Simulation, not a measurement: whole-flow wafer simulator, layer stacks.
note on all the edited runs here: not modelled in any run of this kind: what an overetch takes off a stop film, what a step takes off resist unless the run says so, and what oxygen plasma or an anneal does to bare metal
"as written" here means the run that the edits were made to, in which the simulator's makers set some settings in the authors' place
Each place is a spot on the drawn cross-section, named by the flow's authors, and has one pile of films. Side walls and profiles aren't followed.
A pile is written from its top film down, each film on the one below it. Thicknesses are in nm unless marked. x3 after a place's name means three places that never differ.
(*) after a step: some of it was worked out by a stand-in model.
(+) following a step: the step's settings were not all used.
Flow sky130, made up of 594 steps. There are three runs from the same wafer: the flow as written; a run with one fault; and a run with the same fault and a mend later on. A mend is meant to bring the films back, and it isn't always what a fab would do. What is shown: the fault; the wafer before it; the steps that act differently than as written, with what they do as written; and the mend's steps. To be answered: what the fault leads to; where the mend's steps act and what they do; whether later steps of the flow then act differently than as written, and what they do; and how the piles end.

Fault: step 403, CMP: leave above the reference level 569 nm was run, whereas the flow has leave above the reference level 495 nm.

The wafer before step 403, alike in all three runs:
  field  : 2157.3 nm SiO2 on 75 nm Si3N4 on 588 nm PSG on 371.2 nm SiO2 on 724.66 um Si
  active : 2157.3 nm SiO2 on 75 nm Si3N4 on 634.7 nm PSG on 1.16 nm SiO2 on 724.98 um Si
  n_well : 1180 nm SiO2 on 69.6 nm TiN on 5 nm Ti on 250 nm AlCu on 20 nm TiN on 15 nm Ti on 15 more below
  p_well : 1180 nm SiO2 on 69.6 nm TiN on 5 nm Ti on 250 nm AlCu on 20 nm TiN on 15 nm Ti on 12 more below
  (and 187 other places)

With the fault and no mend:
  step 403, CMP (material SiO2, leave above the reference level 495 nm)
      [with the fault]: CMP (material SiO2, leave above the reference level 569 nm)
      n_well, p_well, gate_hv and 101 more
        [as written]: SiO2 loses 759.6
        [with the fault]: SiO2 loses 685.6
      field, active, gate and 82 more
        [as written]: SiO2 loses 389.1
        [with the fault]: SiO2 loses 315.1
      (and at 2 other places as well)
  Later steps of the flow acting differently than as written:
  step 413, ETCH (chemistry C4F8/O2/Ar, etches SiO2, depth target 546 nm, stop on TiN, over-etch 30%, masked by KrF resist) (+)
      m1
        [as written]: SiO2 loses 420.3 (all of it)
        [with the fault]: SiO2 loses 494.3 (all of it)
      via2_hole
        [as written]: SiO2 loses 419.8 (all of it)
        [with the fault]: SiO2 loses 493.8 (all of it)
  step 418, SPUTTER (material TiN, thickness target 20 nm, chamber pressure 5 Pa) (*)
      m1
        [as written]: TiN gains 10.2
        [with the fault]: TiN gains 9.25
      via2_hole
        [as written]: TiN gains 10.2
        [with the fault]: TiN gains 9.24
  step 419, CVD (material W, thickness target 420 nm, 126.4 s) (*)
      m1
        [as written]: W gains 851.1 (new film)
        [with the fault]: W gains 926.1 (new film)
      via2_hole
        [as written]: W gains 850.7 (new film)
        [with the fault]: W gains 925.6 (new film)
  The piles end different from the flow's at n_well, p_well, gate_hv and 115 more by more than 2% or 0.5 nm, whichever is larger.
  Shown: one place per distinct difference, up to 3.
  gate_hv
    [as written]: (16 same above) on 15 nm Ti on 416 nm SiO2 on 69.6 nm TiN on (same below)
    [with the fault]: (16 same above) on 15 nm Ti on 490 nm SiO2 on 69.6 nm TiN on (same below)
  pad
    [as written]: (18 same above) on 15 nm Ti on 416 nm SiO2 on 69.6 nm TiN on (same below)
    [with the fault]: (18 same above) on 15 nm Ti on 490 nm SiO2 on 69.6 nm TiN on (same below)
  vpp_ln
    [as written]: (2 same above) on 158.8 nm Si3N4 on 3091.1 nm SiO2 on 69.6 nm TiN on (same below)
    [with the fault]: (2 same above) on 158.8 nm Si3N4 on 3165.1 nm SiO2 on 69.6 nm TiN on (same below)

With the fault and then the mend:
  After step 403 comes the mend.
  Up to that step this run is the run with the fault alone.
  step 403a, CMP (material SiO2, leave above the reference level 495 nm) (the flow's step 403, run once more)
      field, active, n_well and 188 more
        SiO2 loses 74
  Later steps of the flow that are run all act as written at every place that is followed.
  By the end, the piles equal the flow's at every place that both follow.
